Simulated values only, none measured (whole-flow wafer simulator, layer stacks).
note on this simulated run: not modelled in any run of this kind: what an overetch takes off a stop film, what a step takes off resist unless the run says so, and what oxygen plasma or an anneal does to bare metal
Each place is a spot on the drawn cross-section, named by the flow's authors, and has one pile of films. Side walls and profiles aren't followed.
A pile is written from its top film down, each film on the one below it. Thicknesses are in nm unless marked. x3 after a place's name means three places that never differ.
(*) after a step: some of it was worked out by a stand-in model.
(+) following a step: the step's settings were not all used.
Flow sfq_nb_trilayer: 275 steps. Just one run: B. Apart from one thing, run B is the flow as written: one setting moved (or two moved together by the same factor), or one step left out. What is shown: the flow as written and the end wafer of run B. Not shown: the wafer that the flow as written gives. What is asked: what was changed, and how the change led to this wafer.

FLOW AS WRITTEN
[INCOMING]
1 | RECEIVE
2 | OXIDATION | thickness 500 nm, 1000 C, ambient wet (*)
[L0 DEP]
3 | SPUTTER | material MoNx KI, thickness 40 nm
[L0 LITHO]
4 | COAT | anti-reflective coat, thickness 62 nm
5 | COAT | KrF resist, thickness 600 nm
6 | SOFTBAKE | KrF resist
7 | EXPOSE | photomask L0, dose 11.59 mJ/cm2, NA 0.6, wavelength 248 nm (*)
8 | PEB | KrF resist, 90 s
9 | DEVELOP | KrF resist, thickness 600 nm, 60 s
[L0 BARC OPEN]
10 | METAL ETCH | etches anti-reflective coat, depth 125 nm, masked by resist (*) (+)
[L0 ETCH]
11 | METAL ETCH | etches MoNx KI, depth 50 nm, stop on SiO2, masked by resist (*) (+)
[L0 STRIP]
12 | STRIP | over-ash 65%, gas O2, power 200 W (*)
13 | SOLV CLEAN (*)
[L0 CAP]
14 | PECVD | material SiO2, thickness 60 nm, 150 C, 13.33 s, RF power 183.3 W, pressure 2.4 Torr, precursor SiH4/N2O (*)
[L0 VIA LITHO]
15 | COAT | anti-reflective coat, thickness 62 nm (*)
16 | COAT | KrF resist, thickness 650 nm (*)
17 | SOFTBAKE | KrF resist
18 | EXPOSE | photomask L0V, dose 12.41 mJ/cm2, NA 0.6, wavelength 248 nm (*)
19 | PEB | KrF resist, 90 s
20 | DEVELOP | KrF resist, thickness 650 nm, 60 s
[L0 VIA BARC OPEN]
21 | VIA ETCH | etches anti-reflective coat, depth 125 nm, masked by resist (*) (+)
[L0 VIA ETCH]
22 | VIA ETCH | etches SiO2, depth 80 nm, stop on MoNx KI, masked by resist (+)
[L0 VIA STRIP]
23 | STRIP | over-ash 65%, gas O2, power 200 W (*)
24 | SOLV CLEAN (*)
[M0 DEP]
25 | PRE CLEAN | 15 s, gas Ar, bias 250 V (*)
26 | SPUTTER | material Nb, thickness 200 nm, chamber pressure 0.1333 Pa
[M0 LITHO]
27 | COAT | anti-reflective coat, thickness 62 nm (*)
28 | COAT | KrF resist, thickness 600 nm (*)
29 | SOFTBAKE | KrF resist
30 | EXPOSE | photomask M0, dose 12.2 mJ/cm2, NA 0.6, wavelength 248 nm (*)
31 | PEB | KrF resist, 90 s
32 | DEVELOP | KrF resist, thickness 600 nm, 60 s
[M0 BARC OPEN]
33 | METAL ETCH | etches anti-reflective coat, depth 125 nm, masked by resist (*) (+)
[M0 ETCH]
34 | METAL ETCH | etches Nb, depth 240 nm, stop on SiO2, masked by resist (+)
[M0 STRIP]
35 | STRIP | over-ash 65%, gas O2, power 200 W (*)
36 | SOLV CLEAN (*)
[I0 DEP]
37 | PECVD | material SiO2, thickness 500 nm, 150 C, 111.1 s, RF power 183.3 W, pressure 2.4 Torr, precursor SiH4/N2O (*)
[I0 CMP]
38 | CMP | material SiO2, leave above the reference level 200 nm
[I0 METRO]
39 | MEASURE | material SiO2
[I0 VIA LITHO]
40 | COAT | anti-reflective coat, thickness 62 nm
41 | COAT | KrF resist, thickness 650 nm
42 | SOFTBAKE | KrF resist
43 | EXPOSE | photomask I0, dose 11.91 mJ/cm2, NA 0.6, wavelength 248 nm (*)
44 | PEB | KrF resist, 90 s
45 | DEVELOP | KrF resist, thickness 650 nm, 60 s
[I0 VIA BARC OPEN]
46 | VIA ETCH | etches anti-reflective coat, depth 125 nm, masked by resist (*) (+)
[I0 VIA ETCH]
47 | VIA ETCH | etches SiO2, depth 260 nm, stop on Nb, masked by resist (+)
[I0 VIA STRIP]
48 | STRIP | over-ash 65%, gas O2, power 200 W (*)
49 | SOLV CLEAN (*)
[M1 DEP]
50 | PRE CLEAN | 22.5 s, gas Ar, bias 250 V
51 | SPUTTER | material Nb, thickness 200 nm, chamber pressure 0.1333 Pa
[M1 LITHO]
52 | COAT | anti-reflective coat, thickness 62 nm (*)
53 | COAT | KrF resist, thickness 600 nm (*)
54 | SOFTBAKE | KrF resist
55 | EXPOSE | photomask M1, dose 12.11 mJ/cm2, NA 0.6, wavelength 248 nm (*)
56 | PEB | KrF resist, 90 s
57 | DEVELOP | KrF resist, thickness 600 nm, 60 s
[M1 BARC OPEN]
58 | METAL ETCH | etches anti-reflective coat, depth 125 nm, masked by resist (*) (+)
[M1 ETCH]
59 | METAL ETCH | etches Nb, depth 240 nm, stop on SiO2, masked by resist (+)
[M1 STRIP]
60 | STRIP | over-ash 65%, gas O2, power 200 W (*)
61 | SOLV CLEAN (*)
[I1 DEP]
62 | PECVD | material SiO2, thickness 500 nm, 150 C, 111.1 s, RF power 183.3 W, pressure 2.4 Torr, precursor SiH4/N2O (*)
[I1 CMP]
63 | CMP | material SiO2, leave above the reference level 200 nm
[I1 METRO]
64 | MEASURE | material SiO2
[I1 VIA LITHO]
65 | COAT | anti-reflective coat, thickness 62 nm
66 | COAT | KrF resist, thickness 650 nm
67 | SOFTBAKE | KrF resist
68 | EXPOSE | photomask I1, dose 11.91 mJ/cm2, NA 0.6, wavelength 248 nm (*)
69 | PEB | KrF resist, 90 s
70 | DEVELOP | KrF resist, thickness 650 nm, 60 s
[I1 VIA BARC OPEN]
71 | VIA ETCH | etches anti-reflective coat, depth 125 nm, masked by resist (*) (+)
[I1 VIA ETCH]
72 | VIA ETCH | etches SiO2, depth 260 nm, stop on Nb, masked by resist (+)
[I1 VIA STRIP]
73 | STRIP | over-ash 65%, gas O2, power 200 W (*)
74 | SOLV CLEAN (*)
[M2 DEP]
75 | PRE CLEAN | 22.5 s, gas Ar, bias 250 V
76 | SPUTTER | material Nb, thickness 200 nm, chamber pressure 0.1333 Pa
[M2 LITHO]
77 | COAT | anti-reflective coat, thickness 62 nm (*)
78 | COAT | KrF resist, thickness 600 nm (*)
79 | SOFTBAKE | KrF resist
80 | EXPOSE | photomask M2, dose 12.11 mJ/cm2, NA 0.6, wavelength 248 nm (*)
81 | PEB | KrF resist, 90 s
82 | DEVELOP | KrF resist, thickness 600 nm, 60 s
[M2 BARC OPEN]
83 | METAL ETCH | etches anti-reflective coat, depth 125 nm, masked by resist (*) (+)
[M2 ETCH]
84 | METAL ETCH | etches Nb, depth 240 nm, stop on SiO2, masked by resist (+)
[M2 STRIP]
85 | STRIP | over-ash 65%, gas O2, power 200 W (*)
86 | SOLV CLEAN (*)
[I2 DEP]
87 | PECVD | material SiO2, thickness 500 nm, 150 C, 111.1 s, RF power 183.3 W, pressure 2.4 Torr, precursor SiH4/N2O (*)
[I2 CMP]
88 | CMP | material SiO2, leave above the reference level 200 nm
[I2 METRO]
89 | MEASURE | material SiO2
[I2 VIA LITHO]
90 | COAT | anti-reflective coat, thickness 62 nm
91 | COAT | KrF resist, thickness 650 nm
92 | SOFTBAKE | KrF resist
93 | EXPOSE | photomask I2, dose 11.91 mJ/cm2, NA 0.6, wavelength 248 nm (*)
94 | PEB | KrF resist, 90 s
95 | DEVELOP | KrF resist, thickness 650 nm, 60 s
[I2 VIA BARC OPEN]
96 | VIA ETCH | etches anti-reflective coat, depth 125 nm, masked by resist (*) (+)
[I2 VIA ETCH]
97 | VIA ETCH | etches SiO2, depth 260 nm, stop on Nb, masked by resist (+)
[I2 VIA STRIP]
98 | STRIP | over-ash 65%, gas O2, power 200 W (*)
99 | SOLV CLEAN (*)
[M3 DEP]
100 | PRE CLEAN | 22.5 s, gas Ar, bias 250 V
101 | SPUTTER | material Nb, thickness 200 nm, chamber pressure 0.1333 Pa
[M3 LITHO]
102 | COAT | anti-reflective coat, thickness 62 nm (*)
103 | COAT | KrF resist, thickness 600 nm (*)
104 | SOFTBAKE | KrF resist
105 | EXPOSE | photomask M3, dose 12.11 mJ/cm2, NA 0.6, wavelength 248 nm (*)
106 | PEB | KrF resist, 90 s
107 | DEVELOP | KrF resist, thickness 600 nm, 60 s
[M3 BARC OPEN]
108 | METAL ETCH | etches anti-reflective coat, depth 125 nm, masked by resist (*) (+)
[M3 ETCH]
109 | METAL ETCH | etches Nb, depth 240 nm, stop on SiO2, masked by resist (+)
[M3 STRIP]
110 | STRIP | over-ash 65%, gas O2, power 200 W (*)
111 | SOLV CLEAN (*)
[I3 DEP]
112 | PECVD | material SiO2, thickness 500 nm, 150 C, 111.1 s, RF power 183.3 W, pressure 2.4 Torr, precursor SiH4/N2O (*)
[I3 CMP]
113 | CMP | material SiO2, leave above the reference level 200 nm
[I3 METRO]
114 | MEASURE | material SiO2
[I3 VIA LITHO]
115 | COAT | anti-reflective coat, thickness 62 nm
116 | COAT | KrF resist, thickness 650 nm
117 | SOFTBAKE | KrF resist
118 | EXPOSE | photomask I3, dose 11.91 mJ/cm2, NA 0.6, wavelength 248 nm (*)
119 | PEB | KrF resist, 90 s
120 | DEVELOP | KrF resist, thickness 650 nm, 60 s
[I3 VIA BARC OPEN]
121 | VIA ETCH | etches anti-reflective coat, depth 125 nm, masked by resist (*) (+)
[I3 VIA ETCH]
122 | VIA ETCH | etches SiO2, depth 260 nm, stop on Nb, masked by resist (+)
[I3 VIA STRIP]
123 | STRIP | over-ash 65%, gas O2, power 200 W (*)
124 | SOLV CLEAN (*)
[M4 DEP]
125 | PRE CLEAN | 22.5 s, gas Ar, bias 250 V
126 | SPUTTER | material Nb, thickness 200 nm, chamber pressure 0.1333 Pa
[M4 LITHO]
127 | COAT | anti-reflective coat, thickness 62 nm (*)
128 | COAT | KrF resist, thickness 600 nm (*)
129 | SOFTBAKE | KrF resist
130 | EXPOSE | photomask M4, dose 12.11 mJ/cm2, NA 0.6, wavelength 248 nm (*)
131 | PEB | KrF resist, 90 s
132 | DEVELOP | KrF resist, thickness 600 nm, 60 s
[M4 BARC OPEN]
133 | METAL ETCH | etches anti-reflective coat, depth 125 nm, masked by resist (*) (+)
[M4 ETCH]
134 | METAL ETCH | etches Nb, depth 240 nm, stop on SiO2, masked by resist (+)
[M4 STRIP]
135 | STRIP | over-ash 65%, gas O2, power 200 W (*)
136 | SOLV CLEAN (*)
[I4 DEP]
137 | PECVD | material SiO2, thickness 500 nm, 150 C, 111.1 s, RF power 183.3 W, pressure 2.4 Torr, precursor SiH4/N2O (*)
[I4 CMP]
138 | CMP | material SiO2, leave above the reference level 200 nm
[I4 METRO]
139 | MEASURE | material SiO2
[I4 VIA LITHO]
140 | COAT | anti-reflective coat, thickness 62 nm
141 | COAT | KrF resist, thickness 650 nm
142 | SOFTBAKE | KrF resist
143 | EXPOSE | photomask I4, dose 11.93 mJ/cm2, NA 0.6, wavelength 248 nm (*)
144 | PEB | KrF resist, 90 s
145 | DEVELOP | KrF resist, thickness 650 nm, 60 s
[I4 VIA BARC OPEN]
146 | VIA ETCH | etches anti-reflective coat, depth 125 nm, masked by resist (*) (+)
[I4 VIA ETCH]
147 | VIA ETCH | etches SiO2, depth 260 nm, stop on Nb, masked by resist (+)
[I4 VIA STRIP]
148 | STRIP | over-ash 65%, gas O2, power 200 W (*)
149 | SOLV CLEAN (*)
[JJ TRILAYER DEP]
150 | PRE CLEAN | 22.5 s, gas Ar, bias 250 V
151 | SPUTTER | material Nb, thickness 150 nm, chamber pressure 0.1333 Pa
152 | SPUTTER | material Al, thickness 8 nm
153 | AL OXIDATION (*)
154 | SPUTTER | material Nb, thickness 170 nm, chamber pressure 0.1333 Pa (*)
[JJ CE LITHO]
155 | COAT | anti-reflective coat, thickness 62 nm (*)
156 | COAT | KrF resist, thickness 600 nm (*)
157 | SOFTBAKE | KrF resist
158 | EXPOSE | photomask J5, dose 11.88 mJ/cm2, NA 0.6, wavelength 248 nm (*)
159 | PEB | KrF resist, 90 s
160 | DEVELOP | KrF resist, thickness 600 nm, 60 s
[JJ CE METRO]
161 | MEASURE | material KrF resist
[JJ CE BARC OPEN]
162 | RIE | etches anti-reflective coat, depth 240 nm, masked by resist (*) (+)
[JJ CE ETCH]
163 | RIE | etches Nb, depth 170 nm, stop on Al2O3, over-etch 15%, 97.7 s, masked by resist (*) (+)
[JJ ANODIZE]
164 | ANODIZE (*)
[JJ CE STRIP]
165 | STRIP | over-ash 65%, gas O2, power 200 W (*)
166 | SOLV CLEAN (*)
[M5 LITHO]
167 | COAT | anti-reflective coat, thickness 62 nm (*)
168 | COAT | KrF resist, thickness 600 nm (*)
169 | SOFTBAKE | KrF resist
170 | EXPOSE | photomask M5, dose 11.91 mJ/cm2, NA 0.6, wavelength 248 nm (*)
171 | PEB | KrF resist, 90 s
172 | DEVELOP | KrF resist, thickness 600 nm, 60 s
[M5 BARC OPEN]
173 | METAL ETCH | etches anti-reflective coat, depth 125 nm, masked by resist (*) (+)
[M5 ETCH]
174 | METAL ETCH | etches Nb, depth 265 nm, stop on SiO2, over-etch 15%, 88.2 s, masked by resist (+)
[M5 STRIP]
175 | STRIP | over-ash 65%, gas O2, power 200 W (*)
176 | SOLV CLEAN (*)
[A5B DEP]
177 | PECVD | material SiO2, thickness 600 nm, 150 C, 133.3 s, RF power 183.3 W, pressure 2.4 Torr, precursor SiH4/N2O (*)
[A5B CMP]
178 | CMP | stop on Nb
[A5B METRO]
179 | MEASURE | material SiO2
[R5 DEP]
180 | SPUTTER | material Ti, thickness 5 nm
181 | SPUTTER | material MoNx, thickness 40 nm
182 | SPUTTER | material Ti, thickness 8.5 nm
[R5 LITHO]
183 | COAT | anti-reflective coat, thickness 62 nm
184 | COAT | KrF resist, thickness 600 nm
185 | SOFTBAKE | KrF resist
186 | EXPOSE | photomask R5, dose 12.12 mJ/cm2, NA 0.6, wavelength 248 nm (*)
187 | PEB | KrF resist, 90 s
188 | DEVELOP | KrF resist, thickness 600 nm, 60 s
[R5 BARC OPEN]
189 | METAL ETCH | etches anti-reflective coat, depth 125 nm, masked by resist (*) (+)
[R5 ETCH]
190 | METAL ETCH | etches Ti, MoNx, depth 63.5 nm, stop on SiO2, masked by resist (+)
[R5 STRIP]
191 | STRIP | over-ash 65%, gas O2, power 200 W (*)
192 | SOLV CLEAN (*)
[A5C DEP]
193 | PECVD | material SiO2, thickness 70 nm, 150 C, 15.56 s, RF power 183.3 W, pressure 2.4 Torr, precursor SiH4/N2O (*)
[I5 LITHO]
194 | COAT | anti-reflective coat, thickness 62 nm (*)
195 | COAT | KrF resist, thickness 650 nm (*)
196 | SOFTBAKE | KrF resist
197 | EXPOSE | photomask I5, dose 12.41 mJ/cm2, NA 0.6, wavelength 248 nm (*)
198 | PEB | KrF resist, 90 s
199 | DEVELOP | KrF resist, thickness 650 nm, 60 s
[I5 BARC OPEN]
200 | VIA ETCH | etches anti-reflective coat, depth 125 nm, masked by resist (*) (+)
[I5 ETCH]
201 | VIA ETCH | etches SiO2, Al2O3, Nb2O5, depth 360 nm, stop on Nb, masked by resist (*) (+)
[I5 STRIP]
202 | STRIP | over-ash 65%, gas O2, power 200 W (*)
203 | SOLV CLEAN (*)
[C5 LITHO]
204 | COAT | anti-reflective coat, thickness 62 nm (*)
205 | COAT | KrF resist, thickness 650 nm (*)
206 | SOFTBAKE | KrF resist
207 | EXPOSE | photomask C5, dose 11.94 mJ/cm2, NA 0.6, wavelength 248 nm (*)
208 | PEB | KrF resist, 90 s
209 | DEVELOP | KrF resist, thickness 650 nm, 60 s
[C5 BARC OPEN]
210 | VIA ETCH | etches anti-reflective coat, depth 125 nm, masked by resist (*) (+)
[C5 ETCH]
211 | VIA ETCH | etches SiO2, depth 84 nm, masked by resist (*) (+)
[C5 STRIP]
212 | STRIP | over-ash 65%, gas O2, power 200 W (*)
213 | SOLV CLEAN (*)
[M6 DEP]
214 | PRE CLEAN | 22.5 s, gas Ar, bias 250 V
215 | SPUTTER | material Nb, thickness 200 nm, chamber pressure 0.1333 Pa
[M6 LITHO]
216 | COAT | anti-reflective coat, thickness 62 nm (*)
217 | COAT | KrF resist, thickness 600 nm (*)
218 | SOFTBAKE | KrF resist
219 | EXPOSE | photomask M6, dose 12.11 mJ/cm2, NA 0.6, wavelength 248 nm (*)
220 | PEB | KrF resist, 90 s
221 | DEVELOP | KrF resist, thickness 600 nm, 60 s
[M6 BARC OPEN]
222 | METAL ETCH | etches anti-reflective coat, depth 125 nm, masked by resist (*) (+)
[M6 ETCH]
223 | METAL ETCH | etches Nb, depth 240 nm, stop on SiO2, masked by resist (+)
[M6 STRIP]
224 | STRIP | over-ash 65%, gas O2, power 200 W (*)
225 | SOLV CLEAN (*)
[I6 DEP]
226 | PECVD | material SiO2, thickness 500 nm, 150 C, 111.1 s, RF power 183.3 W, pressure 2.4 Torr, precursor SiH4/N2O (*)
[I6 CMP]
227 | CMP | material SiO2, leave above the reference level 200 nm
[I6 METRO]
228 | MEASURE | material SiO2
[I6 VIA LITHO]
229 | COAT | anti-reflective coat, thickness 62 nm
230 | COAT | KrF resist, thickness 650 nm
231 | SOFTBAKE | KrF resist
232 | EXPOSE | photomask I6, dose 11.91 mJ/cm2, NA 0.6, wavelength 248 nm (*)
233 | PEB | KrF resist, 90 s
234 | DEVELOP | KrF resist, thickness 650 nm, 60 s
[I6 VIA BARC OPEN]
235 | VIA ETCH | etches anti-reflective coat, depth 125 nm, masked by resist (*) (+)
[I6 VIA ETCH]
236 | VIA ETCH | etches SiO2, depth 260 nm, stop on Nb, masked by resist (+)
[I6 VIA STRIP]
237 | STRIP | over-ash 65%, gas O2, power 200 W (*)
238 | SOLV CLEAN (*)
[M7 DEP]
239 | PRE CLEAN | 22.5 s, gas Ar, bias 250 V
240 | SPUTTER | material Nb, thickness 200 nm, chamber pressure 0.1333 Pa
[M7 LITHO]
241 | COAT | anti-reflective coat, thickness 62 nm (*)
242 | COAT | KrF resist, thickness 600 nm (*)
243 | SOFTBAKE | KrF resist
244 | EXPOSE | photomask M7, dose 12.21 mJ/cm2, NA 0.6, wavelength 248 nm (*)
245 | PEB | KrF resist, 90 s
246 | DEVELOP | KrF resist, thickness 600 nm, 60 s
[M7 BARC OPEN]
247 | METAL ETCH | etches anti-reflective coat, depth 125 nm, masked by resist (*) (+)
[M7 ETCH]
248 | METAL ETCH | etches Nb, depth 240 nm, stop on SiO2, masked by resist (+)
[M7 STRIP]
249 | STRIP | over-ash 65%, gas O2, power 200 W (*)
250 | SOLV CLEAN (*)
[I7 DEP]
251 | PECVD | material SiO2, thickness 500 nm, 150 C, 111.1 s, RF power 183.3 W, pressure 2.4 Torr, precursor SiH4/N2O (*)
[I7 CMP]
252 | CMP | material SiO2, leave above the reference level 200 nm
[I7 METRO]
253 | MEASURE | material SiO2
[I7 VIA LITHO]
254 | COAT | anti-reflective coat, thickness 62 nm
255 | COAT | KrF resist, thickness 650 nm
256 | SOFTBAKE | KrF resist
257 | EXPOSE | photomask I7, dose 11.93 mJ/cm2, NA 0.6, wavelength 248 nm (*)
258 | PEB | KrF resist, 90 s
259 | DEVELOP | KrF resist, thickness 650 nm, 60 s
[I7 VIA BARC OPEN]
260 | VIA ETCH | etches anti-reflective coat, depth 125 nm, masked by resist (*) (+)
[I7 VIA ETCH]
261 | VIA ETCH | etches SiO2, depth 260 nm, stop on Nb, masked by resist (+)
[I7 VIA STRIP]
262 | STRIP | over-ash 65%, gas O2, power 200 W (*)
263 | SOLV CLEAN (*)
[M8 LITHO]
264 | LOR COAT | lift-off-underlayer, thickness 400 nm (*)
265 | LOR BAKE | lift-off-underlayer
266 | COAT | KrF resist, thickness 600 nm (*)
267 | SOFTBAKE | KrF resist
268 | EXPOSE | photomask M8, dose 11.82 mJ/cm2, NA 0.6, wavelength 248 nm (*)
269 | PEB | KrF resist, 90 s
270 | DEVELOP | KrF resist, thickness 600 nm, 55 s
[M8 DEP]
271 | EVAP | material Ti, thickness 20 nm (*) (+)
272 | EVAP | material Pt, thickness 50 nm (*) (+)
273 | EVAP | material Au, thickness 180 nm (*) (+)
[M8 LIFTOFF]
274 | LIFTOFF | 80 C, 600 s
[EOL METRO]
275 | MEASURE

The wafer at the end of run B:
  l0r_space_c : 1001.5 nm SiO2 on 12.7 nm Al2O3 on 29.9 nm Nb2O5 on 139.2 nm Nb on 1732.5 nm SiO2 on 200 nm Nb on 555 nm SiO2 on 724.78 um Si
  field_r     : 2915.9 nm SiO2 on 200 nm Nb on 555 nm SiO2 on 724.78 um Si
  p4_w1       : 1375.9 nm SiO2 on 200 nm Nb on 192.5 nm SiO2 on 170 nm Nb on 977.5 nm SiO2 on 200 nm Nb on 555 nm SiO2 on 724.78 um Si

The reason: step 101, SPUTTER: thickness 170 nm was run, whereas the flow has thickness 200 nm.
The wafer itself shows it: p4_w1 has Nb 170, and step 101 as written asks for 200 nm.

How this came from the change, step by step:
  101 | SPUTTER | material Nb, thickness 200 nm, chamber pressure 0.1333 Pa
      field_l, v_sur, via_wl and 102 more: +170 Nb (new film) (it would be, as written: +200 Nb (new film))
      via_w: +140.5 Nb (it would be, as written: +165.5 Nb)
  109 | METAL ETCH | etches Nb, depth 240 nm, stop on SiO2, masked by resist (+)
      field_l, be, be_sur and 72 more: -170 Nb (all of it) (it would be, as written: -200 Nb (all of it))
  112 | PECVD | material SiO2, thickness 500 nm, 150 C, 111.1 s, RF power 183.3 W, pressure 2.4 Torr, precursor SiH4/N2O (*)
      p4_g1, p4_g2, p3_s0, p3_s1, p3_s2, p3_s3, p3_s4, p3_s5: +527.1 SiO2 (it would be, as written: +557.1 SiO2)
  113 | CMP | material SiO2, leave above the reference level 200 nm
      field_l, be, be_sur and 64 more: -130 SiO2 (it would be, as written: -100 SiO2)
